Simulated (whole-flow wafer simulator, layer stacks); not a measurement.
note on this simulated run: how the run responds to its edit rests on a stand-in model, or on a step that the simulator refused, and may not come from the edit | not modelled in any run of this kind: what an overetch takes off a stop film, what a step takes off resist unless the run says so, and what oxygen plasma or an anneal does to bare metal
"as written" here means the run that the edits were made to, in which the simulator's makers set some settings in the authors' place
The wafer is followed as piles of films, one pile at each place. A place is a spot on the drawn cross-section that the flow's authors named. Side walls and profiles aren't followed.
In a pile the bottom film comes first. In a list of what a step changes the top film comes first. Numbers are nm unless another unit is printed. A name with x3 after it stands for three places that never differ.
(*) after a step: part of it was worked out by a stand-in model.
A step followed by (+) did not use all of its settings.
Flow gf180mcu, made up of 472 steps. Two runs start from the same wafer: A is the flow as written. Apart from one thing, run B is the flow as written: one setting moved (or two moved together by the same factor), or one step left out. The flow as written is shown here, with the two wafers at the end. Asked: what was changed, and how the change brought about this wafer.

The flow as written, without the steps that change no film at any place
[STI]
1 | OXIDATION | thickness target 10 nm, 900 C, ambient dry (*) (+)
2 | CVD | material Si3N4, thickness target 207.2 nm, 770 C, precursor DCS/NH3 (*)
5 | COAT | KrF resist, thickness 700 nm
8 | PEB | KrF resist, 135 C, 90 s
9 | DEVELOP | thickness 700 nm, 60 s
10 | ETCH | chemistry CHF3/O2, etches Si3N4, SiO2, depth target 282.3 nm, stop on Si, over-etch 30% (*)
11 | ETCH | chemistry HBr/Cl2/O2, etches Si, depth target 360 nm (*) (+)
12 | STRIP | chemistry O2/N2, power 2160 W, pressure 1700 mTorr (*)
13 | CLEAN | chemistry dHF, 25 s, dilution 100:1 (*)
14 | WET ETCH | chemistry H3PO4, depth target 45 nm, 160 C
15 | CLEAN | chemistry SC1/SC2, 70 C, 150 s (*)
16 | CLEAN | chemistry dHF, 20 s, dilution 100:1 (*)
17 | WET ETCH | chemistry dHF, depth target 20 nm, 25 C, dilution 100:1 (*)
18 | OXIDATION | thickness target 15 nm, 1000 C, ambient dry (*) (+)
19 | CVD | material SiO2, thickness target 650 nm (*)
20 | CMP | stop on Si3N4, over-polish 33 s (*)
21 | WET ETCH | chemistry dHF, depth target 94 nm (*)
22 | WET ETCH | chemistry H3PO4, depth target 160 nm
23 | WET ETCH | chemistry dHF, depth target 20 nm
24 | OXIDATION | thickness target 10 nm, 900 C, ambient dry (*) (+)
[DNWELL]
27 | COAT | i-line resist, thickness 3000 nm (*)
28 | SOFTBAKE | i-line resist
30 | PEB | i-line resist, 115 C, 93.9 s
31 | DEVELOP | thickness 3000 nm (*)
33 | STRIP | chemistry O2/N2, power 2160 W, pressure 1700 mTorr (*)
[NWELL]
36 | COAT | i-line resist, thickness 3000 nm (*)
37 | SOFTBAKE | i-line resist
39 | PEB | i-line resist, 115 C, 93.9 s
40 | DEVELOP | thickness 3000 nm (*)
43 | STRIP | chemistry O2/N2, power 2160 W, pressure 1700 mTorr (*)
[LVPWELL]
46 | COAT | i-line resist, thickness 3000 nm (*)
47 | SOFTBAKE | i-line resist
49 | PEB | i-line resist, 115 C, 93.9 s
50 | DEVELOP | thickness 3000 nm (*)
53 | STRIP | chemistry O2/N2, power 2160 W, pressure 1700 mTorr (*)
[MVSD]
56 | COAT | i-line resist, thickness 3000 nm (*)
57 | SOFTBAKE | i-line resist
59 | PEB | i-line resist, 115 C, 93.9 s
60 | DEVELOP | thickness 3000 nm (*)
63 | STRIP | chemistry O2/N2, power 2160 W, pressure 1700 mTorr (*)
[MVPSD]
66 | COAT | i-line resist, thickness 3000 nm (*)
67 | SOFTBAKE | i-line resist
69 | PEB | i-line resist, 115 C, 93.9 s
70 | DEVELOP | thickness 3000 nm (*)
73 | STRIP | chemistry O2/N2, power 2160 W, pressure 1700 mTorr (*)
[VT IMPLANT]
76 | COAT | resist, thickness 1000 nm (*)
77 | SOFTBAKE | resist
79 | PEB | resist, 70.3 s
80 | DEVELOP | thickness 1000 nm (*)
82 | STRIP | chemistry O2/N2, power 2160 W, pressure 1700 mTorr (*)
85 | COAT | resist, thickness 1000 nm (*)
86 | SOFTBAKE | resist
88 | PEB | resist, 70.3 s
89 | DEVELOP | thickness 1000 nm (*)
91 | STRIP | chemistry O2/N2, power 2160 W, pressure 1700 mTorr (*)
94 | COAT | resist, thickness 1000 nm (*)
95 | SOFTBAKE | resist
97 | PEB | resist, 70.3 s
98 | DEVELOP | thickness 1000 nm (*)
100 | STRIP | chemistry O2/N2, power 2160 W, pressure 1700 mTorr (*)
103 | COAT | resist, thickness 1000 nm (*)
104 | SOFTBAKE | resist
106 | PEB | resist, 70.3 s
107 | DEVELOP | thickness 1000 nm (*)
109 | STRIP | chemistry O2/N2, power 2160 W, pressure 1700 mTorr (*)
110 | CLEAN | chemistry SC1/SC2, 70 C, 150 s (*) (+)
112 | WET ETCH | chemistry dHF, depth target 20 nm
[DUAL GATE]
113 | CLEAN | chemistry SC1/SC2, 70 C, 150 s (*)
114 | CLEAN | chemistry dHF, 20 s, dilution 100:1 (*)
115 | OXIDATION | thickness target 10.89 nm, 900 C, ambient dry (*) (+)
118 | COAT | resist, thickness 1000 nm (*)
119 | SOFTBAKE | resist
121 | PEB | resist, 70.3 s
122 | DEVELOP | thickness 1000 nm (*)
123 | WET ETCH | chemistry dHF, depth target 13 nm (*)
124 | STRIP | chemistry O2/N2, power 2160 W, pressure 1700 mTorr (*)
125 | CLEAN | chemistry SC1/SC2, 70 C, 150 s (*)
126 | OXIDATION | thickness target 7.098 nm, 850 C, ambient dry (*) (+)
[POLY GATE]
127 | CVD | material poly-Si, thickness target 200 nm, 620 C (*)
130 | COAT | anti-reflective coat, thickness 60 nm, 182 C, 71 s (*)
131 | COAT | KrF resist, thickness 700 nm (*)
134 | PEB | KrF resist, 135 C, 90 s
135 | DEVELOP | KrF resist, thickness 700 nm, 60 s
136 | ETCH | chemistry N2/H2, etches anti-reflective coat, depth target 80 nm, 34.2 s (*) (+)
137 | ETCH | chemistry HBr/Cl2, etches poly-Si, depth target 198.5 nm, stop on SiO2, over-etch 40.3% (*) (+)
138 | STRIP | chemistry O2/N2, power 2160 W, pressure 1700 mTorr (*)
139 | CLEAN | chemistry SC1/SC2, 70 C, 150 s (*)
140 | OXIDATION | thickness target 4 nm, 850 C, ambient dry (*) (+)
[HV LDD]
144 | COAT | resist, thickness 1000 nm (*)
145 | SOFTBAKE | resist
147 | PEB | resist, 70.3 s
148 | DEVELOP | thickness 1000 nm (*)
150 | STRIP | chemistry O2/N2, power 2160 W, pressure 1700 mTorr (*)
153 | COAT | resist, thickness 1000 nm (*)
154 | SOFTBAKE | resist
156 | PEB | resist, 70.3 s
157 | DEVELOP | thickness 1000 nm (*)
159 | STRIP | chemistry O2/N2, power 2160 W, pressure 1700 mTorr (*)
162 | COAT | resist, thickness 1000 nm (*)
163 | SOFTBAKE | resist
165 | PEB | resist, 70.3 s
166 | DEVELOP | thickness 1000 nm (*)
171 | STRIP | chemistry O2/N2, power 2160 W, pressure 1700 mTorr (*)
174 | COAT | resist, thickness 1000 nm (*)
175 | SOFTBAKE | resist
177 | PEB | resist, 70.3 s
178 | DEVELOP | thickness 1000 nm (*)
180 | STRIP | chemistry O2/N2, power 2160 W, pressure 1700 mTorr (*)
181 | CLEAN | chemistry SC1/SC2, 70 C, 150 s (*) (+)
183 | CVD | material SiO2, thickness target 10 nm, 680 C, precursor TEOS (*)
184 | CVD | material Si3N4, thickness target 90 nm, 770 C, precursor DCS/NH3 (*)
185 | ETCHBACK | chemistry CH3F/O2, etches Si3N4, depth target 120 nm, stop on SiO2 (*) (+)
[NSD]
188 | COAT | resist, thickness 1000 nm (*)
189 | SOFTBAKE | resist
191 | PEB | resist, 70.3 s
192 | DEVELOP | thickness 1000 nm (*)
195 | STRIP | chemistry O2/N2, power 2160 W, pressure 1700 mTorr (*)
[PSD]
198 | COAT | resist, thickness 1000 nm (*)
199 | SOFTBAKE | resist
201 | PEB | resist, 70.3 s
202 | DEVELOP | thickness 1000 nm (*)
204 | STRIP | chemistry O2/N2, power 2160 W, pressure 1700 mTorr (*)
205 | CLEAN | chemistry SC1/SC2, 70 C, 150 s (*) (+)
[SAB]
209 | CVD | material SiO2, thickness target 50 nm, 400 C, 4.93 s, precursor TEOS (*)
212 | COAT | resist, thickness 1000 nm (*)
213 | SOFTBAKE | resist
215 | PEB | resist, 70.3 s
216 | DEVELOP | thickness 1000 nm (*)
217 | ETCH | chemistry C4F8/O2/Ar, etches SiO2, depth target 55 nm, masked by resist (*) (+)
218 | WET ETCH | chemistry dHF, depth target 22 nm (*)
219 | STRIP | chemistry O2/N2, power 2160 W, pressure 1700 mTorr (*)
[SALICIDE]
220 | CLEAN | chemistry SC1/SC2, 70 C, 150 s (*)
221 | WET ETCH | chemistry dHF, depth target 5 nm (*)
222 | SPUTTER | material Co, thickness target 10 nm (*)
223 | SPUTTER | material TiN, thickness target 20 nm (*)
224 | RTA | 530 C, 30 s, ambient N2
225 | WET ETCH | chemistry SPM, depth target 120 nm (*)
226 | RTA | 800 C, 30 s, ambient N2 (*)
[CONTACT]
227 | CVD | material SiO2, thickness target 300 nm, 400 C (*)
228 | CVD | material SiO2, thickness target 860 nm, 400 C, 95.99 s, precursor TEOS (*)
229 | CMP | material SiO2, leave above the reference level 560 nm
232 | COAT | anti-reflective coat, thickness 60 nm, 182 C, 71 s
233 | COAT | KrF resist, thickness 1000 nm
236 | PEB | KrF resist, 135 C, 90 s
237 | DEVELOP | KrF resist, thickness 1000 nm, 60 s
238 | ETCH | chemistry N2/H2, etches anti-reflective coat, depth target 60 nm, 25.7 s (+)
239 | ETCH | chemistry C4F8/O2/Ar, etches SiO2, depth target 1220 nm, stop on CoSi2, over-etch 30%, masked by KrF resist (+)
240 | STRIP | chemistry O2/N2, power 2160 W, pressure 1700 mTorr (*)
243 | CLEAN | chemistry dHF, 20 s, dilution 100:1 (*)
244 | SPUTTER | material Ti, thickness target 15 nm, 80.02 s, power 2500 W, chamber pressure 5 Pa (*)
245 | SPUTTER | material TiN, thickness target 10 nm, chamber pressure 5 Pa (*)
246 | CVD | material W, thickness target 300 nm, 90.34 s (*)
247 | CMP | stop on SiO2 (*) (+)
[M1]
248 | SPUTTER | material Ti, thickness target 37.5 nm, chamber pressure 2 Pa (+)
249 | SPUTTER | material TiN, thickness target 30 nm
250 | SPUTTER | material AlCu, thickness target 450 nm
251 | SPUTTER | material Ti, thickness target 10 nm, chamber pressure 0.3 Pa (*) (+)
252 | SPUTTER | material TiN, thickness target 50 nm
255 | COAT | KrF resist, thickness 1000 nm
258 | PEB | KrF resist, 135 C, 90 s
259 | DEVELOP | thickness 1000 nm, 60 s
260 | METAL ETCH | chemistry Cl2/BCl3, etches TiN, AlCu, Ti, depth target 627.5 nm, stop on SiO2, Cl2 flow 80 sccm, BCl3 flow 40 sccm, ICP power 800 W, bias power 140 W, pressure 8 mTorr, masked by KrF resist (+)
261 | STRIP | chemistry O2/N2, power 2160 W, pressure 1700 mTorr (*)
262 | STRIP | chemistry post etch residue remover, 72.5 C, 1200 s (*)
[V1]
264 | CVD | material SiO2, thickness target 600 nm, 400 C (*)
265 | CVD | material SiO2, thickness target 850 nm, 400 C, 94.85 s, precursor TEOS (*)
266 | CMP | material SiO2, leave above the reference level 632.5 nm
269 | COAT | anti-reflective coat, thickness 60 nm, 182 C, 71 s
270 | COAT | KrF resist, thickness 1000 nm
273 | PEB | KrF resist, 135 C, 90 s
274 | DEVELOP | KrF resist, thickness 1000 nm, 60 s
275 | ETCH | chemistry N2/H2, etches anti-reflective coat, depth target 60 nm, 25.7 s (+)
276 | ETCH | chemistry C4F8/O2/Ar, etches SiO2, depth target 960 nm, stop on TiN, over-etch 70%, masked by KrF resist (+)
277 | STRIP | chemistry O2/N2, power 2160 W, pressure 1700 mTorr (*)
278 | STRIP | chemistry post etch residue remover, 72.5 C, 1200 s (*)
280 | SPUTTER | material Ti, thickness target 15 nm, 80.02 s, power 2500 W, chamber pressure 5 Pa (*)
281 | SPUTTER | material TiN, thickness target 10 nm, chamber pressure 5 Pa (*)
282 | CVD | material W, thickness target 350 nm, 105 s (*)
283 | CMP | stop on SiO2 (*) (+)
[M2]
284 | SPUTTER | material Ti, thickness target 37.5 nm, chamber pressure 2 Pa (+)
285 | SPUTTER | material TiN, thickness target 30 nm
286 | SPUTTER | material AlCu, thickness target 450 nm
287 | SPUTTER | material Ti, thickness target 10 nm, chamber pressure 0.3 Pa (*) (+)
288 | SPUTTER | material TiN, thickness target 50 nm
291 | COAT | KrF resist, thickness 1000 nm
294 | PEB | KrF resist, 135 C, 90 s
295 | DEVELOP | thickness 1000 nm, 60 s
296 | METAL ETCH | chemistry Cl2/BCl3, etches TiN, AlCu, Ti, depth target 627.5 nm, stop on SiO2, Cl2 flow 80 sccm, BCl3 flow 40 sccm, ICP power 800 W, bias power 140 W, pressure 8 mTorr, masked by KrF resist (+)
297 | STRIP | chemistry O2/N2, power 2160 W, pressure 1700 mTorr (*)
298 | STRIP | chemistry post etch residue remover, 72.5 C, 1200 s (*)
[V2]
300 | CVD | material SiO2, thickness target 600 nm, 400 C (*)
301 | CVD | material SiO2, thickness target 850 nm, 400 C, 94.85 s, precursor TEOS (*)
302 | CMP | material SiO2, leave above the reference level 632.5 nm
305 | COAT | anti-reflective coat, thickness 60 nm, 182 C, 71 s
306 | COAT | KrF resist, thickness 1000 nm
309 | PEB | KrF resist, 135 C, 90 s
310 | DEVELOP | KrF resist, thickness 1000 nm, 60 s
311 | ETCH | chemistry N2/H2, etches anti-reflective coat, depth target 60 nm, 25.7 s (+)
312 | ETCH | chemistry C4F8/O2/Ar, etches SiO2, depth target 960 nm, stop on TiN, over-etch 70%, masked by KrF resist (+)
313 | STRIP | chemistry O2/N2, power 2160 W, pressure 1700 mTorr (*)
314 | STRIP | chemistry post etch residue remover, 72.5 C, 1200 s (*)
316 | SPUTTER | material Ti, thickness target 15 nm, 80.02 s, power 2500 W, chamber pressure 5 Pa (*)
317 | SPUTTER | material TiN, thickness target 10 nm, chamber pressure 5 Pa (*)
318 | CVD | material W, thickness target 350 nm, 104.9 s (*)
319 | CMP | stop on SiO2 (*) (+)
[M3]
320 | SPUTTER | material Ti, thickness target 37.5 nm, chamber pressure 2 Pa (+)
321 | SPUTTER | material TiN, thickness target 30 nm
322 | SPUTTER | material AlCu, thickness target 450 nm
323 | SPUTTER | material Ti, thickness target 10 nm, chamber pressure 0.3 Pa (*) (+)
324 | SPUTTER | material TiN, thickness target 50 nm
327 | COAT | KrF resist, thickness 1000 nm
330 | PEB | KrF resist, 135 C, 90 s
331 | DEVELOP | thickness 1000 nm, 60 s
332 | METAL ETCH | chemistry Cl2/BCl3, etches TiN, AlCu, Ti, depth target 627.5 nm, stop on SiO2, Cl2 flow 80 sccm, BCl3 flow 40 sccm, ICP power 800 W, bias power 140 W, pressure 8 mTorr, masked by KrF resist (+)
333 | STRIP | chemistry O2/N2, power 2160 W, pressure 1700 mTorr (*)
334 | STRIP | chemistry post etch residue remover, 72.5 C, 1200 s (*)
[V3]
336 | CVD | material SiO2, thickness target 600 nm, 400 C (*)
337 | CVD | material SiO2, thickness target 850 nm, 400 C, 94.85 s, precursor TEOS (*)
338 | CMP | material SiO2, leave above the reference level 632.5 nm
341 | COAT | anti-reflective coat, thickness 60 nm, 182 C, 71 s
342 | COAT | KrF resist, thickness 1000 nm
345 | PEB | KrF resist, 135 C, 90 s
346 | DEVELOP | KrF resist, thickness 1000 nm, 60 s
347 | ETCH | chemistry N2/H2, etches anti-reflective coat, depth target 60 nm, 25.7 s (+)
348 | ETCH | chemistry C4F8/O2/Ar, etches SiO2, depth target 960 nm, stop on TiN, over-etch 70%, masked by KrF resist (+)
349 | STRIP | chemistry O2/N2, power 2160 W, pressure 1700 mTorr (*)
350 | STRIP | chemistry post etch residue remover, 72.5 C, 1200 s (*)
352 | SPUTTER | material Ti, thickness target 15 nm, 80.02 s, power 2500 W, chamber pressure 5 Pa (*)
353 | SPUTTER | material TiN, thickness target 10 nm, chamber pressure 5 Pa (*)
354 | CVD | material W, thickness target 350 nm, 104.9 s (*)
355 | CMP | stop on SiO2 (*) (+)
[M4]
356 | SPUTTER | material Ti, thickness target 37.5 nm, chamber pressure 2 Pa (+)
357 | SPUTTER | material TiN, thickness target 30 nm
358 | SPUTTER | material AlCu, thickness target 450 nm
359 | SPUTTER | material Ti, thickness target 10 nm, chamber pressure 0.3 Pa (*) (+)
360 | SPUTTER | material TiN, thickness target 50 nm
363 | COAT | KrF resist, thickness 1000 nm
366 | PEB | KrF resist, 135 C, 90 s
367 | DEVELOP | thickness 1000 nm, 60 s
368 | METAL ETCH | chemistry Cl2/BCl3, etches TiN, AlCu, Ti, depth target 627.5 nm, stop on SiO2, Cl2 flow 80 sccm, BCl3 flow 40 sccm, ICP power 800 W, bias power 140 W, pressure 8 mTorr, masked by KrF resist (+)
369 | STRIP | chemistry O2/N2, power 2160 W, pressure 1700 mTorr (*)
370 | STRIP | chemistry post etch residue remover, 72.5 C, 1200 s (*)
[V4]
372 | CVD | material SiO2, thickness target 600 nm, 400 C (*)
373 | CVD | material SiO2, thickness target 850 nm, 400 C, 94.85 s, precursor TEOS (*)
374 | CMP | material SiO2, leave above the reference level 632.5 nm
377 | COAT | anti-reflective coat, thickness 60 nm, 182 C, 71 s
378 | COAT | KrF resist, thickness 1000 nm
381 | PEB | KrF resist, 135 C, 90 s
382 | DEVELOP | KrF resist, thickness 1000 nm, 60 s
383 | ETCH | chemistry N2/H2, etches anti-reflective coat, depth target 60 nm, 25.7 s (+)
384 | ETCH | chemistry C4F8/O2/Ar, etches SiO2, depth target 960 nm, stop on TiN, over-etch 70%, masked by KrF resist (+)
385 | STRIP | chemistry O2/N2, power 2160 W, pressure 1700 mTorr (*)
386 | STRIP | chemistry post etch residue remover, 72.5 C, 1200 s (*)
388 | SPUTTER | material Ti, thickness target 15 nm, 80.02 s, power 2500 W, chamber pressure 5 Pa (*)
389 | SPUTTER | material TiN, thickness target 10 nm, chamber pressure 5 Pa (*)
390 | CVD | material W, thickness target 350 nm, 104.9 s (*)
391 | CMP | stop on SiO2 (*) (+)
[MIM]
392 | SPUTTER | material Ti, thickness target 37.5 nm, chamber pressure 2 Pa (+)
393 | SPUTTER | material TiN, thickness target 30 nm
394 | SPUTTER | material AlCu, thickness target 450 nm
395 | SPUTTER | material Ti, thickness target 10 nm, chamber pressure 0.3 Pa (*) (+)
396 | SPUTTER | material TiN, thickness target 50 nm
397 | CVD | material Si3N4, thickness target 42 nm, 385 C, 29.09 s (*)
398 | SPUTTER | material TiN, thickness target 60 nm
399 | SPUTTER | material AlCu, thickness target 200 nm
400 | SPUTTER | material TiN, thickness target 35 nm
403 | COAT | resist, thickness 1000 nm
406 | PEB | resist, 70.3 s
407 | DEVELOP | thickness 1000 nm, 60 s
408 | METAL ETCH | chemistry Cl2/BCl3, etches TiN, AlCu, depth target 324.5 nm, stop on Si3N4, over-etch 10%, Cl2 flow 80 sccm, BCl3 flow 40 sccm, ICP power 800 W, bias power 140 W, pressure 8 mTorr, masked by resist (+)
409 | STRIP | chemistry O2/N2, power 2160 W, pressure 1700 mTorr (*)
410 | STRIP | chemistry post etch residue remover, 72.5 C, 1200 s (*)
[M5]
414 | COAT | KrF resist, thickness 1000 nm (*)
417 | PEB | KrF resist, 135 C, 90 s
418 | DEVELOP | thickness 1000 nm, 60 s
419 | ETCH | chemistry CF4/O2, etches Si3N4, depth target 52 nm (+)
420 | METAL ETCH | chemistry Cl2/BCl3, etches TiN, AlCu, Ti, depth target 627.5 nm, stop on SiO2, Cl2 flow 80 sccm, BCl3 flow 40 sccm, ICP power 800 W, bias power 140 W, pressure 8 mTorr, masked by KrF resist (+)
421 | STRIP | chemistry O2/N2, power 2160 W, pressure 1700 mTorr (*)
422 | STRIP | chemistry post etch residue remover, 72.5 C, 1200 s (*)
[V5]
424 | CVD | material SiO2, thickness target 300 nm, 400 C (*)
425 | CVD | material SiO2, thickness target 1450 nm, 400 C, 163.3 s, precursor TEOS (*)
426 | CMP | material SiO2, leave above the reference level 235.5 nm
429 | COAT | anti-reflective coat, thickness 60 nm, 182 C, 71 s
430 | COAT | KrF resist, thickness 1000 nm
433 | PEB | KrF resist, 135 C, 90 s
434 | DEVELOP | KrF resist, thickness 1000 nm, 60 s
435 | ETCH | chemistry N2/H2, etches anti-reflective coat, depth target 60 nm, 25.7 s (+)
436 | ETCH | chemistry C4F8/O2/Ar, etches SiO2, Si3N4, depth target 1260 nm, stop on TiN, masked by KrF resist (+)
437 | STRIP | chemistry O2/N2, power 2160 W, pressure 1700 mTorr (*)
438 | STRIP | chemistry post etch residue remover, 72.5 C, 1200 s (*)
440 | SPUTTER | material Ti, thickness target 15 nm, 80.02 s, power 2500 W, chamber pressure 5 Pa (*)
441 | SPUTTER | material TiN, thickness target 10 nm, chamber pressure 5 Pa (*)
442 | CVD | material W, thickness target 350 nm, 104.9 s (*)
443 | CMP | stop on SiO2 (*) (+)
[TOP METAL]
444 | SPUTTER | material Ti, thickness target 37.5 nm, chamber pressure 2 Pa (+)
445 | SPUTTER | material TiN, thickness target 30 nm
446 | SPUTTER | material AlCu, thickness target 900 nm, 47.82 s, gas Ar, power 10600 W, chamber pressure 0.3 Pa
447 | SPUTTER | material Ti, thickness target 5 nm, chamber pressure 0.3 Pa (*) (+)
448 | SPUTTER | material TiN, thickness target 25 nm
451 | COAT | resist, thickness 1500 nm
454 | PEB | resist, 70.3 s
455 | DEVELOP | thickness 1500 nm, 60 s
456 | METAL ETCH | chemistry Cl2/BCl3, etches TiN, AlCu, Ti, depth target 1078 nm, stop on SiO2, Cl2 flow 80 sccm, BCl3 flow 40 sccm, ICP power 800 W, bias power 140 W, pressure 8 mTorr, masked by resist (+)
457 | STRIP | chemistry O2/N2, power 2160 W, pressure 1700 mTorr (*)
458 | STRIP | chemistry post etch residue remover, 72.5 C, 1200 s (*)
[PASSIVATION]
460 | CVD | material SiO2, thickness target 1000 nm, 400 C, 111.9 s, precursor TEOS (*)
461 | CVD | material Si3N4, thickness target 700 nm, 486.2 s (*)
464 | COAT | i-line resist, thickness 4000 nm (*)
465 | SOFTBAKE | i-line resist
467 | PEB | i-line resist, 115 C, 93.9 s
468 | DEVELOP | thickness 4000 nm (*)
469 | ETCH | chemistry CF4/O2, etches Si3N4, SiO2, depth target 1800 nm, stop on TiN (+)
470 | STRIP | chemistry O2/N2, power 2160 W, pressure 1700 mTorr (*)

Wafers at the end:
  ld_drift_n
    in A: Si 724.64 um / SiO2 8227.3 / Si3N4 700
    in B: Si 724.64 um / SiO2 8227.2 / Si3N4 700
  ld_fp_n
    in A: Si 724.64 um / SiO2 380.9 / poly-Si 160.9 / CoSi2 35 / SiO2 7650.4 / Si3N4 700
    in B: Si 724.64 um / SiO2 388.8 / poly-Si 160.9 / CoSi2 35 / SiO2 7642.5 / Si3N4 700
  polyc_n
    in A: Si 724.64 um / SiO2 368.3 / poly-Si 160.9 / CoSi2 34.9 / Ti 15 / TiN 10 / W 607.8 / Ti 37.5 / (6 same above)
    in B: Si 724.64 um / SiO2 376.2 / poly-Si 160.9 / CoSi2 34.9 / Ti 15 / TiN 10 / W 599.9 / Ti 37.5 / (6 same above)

The reason: step 112, WET ETCH: depth target 12.8 nm was run, though the flow has depth target 20 nm.

Step by step, how the change led to this:
  112 | WET ETCH | chemistry dHF, depth target 20 nm
      field, field__w2, field__w3 and 43 more: A SiO2 loses 22 | B SiO2 loses 14.1
  130 | COAT | anti-reflective coat, thickness 60 nm, 182 C, 71 s (*)
      p_well, spacer, sd_n: A anti-reflective coat gains 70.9 (new film) | B anti-reflective coat gains 78.5 (new film)
      field: A anti-reflective coat gains 61.5 (new film) | B anti-reflective coat gains 59 (new film)
      (also at 67 further places)
  136 | ETCH | chemistry N2/H2, etches anti-reflective coat, depth target 80 nm, 34.2 s (*) (+)
      p_well, spacer, sd_n: A anti-reflective coat loses 70.9 (all of it), poly-Si loses 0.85 | B anti-reflective coat loses 78.5 (all of it), poly-Si loses 0.65
      field: A anti-reflective coat loses 61.5 (all of it), poly-Si loses 1.09 | B anti-reflective coat loses 59 (all of it), poly-Si loses 1.15
      (also at 47 further places)
  138 | STRIP | chemistry O2/N2, power 2160 W, pressure 1700 mTorr (*)
      gate: A chemical SiO2 gains 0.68 (new film), KrF resist loses 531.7 (all of it), anti-reflective coat loses 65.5 (all of it), poly-Si loses 0.3 | B chemical SiO2 gains 0.68 (new film), KrF resist loses 532 (all of it), anti-reflective coat loses 68.9 (all of it), poly-Si loses 0.3
      gate_hv: A chemical SiO2 gains 0.68 (new film), KrF resist loses 528.4 (all of it), anti-reflective coat loses 61 (all of it), poly-Si loses 0.3 | B chemical SiO2 gains 0.68 (new film), KrF resist loses 530 (all of it), anti-reflective coat loses 62.3 (all of it), poly-Si loses 0.3
      (also at 18 further places)
  189 | SOFTBAKE | resist
      active_hv: A resist gains 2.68 | B resist loses 0.44
      active_nat: A resist gains 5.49 | B resist gains 9.3
  199 | SOFTBAKE | resist
      active_hv: A resist gains 2.68 | B resist loses 0.44
      active_nat: A resist gains 5.49 | B resist gains 9.3
  218 | WET ETCH | chemistry dHF, depth target 22 nm (*)
      active: A SiO2 loses 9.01 (all of it) | B SiO2 loses 8.09 (all of it)
  226 | RTA | 800 C, 30 s, ambient N2 (*)
      ld_sd_n: A CoSi2 gains 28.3 (new film), CoSi loses 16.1 (all of it), Si loses 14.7 | B CoSi2 gains 27.7 (new film), CoSi loses 15.8 (all of it), Si loses 14.4
  229 | CMP | material SiO2, leave above the reference level 560 nm
      ldn_sep__w1, ldn_sep__w2, ldn_dft and 8 more: A SiO2 loses 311 | B SiO2 loses 318.9
      sti, mim_1p0, pad, dice_street, iso_nw_fld, iso_fld_sub: A SiO2 loses 296.8 | B SiO2 loses 304.7
      (also at 40 further places)
